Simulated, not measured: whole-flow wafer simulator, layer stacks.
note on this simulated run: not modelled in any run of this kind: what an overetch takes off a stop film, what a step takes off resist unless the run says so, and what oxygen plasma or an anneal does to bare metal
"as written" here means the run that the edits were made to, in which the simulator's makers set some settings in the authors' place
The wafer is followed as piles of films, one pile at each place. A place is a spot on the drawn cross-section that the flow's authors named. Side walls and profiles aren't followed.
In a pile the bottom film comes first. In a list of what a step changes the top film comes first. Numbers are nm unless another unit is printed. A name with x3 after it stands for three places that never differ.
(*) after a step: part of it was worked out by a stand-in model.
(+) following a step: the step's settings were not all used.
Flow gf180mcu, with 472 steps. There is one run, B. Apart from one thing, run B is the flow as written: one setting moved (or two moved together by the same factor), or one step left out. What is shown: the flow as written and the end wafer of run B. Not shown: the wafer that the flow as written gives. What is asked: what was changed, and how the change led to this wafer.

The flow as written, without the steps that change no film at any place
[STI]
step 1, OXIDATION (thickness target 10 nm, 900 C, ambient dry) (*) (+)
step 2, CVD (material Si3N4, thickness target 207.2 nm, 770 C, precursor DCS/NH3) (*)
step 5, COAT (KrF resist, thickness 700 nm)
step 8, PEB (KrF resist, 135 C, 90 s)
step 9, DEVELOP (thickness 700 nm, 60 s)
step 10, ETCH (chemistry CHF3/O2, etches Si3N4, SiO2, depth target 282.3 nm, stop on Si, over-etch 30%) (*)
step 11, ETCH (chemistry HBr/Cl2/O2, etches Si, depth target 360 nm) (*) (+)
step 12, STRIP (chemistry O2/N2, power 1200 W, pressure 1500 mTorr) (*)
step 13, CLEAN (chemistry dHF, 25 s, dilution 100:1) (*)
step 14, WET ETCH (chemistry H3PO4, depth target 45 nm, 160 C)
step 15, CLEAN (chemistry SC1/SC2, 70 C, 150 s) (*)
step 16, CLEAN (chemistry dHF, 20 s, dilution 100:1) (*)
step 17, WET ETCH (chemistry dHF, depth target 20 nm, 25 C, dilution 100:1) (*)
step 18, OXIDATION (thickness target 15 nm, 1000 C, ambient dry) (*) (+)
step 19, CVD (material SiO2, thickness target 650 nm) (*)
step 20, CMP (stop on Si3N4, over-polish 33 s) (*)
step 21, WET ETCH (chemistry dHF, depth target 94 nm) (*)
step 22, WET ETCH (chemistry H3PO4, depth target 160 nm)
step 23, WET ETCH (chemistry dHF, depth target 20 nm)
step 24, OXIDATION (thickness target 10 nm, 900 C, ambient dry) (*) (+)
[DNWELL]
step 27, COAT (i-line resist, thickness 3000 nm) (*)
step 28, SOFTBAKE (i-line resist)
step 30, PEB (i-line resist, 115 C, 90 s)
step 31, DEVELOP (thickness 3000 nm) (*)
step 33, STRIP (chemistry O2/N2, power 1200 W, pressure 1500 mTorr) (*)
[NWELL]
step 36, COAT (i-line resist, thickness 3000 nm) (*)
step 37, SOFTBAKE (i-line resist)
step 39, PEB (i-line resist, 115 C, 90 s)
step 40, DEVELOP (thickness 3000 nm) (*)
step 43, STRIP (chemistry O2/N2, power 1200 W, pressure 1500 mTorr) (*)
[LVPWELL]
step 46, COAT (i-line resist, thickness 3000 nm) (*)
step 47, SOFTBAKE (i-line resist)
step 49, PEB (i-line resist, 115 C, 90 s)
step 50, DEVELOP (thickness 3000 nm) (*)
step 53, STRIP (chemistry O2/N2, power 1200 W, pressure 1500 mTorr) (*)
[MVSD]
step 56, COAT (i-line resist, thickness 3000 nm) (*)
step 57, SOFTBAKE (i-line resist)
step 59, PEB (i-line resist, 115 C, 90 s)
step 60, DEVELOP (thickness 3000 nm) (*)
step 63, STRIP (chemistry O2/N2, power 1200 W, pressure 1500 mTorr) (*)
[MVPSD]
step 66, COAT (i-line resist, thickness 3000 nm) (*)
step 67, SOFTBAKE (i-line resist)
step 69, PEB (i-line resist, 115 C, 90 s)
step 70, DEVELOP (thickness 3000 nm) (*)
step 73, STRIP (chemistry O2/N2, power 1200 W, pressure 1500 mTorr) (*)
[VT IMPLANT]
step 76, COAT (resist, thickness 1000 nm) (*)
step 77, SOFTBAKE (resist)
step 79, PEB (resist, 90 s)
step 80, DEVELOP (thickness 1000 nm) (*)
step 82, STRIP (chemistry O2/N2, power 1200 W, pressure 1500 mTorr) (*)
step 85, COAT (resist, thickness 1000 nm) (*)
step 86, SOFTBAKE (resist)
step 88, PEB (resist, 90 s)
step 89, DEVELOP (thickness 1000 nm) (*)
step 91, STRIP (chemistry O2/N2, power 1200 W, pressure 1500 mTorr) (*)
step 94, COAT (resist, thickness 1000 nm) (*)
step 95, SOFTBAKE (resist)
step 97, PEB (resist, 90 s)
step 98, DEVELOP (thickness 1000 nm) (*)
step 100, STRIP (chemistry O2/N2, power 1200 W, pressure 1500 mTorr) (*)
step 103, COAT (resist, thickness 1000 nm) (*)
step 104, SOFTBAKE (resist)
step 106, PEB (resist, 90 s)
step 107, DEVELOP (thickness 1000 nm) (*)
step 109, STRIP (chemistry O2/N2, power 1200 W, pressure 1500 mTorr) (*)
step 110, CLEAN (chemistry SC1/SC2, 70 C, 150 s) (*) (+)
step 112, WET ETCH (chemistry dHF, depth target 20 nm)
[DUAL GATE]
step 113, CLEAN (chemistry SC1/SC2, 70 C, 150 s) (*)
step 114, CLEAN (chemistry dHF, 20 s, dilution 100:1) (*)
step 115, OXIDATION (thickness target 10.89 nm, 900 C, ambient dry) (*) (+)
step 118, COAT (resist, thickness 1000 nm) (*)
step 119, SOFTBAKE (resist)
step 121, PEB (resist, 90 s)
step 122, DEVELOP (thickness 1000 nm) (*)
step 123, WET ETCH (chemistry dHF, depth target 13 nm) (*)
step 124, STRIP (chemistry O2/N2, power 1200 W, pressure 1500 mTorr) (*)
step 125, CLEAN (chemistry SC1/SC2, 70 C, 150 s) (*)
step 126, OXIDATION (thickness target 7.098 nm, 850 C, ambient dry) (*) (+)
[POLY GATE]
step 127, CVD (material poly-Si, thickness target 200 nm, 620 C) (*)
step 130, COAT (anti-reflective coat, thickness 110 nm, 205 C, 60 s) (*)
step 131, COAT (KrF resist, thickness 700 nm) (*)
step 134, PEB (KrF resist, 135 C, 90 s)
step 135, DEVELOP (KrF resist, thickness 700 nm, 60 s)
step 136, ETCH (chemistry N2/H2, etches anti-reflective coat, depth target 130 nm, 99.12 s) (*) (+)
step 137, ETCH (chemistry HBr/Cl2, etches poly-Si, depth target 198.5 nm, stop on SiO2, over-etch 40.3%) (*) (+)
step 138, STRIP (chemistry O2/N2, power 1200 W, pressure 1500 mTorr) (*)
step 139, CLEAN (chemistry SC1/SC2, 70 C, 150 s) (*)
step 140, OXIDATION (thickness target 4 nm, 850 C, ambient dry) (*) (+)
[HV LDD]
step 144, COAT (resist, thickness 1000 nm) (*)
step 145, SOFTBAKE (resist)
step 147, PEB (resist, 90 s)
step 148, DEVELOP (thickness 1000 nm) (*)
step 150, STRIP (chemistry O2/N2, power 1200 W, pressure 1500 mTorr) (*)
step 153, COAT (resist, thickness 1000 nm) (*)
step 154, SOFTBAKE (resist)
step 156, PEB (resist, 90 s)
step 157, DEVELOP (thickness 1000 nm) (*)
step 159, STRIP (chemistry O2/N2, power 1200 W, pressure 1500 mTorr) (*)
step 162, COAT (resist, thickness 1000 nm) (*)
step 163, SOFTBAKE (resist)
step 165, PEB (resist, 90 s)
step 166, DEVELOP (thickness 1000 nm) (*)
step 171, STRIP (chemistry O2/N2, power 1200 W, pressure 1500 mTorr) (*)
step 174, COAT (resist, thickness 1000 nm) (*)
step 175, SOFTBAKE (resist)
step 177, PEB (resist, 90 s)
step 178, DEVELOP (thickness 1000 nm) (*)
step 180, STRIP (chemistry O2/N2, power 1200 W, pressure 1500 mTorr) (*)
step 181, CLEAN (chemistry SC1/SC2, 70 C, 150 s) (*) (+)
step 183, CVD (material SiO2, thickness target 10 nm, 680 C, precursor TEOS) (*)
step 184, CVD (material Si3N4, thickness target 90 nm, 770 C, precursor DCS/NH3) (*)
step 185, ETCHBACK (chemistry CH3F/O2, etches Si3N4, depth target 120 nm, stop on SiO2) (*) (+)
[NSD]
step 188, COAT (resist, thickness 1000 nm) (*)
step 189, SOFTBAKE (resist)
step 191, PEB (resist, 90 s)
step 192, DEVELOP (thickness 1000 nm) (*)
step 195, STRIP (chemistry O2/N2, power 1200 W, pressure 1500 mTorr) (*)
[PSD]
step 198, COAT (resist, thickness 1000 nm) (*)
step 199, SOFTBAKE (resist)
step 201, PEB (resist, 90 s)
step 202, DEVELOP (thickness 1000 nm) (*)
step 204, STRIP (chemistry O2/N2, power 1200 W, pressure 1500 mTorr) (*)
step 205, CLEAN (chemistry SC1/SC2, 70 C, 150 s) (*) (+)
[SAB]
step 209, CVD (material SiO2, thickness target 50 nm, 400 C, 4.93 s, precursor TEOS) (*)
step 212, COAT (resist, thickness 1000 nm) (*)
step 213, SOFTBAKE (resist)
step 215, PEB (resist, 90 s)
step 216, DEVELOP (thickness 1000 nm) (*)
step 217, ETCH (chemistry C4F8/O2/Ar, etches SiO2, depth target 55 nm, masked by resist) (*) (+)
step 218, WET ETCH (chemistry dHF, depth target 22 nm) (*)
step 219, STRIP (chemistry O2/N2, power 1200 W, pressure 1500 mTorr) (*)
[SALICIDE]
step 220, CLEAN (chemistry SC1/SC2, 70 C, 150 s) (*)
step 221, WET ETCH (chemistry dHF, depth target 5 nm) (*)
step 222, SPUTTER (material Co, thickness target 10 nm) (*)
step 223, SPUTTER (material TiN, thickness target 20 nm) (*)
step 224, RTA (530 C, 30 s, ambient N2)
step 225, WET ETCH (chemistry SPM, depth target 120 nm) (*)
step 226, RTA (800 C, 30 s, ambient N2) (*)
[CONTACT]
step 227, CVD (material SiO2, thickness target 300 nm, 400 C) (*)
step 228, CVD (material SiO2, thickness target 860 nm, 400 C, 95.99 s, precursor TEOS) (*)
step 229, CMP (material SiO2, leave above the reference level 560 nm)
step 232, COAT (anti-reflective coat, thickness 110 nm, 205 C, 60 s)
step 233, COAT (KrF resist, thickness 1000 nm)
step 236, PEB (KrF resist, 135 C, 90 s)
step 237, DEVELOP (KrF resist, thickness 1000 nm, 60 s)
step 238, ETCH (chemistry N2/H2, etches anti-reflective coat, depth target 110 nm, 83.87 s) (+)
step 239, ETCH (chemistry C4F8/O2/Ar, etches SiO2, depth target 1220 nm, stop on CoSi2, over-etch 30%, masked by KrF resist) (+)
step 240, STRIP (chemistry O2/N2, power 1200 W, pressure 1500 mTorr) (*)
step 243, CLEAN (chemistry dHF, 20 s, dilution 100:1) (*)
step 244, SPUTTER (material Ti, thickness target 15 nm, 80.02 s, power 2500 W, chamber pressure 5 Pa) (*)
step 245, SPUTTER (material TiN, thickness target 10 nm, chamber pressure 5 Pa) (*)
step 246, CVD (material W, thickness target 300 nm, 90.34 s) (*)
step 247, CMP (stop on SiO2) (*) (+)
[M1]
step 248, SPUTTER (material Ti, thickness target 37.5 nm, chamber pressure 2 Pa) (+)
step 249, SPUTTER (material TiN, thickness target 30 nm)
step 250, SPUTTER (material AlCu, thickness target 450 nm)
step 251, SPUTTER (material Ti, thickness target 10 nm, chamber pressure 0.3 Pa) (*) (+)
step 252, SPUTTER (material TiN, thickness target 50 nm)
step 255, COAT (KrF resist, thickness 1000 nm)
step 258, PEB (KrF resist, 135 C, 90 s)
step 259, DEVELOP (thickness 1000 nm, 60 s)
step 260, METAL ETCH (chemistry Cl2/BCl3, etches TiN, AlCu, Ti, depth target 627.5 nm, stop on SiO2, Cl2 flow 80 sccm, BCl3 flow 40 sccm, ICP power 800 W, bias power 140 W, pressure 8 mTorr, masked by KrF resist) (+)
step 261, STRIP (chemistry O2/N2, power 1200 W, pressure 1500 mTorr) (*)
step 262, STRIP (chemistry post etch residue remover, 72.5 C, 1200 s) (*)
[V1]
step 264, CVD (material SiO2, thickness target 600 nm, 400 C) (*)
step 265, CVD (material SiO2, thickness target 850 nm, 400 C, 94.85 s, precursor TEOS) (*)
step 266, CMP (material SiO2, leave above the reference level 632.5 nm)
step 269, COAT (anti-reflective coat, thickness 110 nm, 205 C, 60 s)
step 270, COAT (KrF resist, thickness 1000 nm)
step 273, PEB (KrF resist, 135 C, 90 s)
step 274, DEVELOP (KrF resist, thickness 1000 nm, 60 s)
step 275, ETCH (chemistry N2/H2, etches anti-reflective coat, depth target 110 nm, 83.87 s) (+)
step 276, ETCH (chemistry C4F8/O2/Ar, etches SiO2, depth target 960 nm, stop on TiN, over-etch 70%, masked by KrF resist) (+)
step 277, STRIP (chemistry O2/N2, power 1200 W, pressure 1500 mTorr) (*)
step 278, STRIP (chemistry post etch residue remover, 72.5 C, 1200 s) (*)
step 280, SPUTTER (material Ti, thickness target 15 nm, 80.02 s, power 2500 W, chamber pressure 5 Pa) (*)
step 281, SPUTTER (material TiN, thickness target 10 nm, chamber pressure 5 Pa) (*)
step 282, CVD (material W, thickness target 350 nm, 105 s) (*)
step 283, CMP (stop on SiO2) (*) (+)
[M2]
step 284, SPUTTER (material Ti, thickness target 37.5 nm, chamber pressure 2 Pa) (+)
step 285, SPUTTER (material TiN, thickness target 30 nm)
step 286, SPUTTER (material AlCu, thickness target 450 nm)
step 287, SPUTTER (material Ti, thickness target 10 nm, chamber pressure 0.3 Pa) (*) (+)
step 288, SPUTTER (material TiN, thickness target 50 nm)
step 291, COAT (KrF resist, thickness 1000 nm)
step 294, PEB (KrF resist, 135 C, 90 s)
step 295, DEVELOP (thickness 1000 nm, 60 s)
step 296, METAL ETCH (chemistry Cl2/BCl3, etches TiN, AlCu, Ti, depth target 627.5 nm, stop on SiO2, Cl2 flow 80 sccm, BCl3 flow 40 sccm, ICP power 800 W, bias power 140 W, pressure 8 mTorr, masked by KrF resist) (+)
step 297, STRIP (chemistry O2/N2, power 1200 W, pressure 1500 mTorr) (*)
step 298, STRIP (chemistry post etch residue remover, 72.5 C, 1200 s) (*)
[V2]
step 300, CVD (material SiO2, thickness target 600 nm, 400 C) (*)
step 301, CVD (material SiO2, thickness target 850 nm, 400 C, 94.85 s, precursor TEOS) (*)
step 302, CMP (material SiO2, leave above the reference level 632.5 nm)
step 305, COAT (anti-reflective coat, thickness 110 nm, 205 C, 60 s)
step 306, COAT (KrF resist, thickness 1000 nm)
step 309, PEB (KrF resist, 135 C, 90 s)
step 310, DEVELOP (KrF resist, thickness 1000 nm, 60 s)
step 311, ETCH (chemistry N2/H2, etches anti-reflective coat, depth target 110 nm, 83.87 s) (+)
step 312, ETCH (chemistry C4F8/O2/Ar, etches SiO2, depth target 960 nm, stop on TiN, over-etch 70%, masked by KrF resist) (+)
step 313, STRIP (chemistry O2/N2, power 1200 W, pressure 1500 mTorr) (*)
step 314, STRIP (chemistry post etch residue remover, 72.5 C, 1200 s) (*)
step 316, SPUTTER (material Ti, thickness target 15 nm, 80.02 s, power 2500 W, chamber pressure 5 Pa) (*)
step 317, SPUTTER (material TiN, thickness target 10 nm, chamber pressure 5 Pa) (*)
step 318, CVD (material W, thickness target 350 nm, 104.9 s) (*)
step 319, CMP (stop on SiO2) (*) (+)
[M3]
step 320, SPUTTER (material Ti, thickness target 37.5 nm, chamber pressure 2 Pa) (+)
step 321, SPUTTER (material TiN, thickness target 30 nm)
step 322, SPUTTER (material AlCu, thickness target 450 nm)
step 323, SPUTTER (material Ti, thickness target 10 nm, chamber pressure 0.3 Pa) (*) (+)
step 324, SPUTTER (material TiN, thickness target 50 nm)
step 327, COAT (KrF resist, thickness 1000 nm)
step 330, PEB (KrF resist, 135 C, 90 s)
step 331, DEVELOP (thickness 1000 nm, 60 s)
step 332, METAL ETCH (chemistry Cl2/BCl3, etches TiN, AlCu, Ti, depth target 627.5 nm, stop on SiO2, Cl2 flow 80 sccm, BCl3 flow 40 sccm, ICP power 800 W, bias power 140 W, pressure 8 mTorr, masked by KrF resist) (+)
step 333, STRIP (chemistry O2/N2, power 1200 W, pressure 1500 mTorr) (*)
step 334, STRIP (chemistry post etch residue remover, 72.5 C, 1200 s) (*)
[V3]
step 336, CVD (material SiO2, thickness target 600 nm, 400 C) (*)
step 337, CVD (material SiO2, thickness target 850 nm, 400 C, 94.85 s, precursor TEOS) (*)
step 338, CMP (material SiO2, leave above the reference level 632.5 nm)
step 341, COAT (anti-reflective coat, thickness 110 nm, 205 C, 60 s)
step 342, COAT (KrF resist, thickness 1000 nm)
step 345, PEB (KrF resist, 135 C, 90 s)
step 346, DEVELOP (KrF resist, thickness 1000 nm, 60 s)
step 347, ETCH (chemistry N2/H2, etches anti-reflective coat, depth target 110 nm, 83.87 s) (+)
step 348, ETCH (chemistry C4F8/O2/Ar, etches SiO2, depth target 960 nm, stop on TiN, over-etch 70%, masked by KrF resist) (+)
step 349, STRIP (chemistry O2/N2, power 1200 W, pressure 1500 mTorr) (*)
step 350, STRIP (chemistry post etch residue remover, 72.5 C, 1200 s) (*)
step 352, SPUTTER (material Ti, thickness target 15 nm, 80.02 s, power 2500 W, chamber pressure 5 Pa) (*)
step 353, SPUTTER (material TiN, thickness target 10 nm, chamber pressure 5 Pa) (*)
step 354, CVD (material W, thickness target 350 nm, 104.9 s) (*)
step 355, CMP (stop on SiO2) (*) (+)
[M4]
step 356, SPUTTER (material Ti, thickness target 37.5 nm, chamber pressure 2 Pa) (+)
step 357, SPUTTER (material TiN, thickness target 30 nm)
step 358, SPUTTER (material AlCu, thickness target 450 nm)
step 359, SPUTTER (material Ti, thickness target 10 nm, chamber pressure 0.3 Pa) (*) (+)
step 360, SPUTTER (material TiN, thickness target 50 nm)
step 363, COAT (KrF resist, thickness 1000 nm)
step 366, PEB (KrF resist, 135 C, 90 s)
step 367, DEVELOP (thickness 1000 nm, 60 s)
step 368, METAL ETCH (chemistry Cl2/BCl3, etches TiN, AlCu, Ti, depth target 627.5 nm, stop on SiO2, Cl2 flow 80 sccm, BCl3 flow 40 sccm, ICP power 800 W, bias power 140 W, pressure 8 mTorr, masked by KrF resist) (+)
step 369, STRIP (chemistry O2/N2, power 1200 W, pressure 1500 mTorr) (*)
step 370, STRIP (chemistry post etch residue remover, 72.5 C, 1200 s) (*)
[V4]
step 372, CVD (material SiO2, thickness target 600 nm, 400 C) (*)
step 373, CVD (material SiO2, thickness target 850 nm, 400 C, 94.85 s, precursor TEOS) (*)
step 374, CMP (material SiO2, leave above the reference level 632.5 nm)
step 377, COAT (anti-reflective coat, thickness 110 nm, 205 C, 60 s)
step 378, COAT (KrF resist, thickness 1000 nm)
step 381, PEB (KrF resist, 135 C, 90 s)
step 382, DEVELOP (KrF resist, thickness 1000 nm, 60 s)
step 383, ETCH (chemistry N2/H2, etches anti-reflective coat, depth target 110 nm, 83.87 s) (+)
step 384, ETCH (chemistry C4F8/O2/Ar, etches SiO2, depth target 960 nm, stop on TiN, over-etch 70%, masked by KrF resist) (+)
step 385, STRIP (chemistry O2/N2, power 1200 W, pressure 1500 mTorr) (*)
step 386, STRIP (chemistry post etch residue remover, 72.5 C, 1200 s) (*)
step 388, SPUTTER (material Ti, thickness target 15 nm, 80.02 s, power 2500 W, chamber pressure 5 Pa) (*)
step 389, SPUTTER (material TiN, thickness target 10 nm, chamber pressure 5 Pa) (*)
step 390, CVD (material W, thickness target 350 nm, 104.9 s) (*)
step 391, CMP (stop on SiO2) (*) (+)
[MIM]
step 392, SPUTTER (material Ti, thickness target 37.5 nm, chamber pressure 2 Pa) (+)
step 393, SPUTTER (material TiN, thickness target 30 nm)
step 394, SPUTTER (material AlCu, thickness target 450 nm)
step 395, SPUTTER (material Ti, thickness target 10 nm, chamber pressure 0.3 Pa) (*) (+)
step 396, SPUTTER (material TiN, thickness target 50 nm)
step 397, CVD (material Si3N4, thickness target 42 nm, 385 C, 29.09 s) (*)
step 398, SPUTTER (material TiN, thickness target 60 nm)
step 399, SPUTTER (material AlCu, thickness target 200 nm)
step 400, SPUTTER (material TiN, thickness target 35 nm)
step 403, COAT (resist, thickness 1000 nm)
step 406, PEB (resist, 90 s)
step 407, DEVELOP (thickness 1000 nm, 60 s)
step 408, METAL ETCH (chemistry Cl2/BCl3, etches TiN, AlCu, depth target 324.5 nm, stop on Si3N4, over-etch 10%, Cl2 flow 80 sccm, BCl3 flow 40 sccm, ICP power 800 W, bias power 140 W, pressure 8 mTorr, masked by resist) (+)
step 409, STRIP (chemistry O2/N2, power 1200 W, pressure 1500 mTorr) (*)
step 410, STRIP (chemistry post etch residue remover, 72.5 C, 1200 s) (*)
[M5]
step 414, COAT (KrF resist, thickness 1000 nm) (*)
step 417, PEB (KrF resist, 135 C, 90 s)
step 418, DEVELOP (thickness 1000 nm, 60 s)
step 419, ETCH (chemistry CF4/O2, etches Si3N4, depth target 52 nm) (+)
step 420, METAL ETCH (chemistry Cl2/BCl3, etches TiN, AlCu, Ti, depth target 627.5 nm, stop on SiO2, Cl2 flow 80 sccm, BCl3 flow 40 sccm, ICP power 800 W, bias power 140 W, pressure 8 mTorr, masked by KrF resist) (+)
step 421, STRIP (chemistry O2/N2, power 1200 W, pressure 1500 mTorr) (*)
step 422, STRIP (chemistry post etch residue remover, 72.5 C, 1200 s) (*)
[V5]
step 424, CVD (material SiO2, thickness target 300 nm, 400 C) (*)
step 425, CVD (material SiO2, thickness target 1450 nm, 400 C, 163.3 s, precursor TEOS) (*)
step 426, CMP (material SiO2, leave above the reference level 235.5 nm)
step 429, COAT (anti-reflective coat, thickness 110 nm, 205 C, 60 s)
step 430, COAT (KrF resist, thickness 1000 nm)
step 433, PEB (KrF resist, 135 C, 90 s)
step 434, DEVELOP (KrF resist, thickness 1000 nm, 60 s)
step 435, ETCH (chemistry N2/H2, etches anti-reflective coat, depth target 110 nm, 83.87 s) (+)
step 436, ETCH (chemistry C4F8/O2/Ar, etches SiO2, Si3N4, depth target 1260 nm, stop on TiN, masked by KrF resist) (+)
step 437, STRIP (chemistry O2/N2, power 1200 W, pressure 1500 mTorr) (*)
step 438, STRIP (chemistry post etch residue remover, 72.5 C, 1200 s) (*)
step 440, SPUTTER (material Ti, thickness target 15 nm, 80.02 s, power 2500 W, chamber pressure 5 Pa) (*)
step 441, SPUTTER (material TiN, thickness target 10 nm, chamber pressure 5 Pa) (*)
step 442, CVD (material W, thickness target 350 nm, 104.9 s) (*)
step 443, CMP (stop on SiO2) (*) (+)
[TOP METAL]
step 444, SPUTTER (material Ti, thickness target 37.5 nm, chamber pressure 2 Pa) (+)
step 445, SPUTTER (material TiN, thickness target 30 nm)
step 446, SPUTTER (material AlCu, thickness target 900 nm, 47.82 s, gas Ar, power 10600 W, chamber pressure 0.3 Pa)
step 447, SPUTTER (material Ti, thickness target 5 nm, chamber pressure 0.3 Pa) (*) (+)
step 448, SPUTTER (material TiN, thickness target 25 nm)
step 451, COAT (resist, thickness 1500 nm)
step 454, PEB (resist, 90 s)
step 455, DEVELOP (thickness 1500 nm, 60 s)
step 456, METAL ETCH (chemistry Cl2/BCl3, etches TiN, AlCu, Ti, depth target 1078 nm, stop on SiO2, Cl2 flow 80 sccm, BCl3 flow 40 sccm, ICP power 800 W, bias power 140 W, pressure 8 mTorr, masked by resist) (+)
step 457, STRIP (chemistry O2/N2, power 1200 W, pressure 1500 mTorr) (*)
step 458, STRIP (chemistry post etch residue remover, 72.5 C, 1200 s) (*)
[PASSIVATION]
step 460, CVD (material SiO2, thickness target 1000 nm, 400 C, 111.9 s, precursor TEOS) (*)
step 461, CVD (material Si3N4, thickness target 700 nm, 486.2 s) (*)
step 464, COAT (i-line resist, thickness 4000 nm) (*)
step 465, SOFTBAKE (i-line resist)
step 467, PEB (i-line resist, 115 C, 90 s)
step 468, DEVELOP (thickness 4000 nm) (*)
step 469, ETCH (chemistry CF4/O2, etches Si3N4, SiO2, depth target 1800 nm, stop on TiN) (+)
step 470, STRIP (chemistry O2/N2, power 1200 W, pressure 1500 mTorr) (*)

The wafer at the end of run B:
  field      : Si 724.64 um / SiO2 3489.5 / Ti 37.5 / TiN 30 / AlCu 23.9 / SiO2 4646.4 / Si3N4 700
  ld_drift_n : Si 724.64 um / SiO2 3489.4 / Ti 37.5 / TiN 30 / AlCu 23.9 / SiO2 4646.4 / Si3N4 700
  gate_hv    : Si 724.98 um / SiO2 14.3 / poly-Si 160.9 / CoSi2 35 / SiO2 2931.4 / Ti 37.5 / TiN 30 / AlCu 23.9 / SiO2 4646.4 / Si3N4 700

Cause: step 332, METAL ETCH: depth target 480.4 nm was run, while the flow as written has depth target 627.5 nm.

The path from the change to this, step by step:
  step 332, METAL ETCH (chemistry Cl2/BCl3, etches TiN, AlCu, Ti, depth target 627.5 nm, stop on SiO2, Cl2 flow 80 sccm, BCl3 flow 40 sccm, ICP power 800 W, bias power 140 W, pressure 8 mTorr, masked by KrF resist) (+)
      field, field__w1, field__w2 and 103 more: TiN loses 50 (all of it), Ti loses 10 (all of it), AlCu loses 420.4 (it would be, as written: TiN loses 50 (all of it), Ti loses 10 (all of it), AlCu loses 450 (all of it), TiN loses 30 (all of it), Ti loses 37.5 (all of it))
      field__w8, contact, m1, m1__w1, m1_nw: KrF resist loses 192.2 (it would be, as written: KrF resist loses 251)
  step 333, STRIP (chemistry O2/N2, power 1200 W, pressure 1500 mTorr) (*)
      field__w8, contact, m1, m1__w1, m1_nw: KrF resist loses 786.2 (all of it) (it would be, as written: KrF resist loses 727.4 (all of it))
  step 334, STRIP (chemistry post etch residue remover, 72.5 C, 1200 s) (*)
      field, field__w1, field__w2 and 103 more: AlCu loses 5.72 (it would be, as written: nothing)
  step 336, CVD (material SiO2, thickness target 600 nm, 400 C) (*)
      field, field__w1, field__w2 and 103 more: SiO2 gains 600 (new film) (it would be, as written: SiO2 gains 600)
  step 338, CMP (material SiO2, leave above the reference level 632.5 nm)
      field, field__w1, field__w2 and 103 more: SiO2 loses 391.4 (it would be, as written: SiO2 loses 300)
Taking metal films that touch as one body, field has 1 body; the flow as written gives 0 bodies.
Taking metal films that touch as one body, ld_drift_n has 1 body; the flow as written gives 0 bodies.
Taking metal films that touch as one body, gate_hv has 2 bodies (between them, from the top down: SiO2 2931.4); the flow as written gives 1 body.
